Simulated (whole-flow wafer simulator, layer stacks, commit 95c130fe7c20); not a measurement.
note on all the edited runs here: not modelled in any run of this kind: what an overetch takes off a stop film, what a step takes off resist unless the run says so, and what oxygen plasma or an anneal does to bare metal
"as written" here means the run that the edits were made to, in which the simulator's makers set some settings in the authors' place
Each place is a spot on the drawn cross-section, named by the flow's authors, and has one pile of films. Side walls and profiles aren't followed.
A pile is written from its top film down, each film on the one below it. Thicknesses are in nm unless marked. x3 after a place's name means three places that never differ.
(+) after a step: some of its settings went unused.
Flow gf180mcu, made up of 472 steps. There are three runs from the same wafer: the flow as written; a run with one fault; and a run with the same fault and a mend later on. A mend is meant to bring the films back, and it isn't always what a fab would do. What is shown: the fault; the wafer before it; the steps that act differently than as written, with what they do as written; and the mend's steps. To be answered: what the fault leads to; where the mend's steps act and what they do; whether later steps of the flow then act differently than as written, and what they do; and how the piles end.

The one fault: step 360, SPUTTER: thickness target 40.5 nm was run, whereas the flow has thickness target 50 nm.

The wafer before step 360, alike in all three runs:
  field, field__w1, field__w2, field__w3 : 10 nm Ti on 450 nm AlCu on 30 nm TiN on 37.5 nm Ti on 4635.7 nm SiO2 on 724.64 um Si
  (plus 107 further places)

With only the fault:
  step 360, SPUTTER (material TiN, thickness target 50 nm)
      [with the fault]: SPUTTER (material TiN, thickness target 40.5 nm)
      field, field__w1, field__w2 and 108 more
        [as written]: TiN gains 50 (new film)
        [with the fault]: TiN gains 40.5 (new film)
  Later steps of the flow acting differently than as written (5 more steps, not shown, differ only slightly: by at most 2% or 0.5 nm, whichever is larger):
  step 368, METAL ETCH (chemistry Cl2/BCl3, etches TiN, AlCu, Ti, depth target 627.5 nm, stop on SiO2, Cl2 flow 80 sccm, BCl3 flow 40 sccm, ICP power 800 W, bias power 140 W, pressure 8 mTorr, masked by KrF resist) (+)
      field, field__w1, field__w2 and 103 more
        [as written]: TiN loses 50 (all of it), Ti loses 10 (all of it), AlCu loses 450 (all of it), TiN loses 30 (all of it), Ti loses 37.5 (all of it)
        [with the fault]: TiN loses 40.5 (all of it), Ti loses 10 (all of it), AlCu loses 450 (all of it), TiN loses 30 (all of it), Ti loses 37.5 (all of it)
  By the end, the piles at field__w8, contact, m1, m1__w1, m1_nw depart from the flow's by more than 2% or 0.5 nm, whichever is larger.
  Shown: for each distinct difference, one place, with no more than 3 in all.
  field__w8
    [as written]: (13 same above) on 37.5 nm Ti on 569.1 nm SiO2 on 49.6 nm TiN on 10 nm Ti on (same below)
    [with the fault]: (13 same above) on 37.5 nm Ti on 578.6 nm SiO2 on 40.1 nm TiN on 10 nm Ti on (same below)
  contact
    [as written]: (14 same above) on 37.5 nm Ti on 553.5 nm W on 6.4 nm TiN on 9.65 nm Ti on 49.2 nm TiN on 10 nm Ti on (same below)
    [with the fault]: (14 same above) on 37.5 nm Ti on 563.1 nm W on 6.37 nm TiN on 9.6 nm Ti on 39.7 nm TiN on 10 nm Ti on (same below)

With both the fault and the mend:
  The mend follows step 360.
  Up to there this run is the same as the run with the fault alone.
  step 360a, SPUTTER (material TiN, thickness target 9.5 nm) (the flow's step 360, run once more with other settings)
      field, field__w1, field__w2 and 108 more
        TiN gains 9.5
  Later steps of the flow that are run all act as written at every place that is followed.
  At every place that both follow, the piles at the end match the flow's.
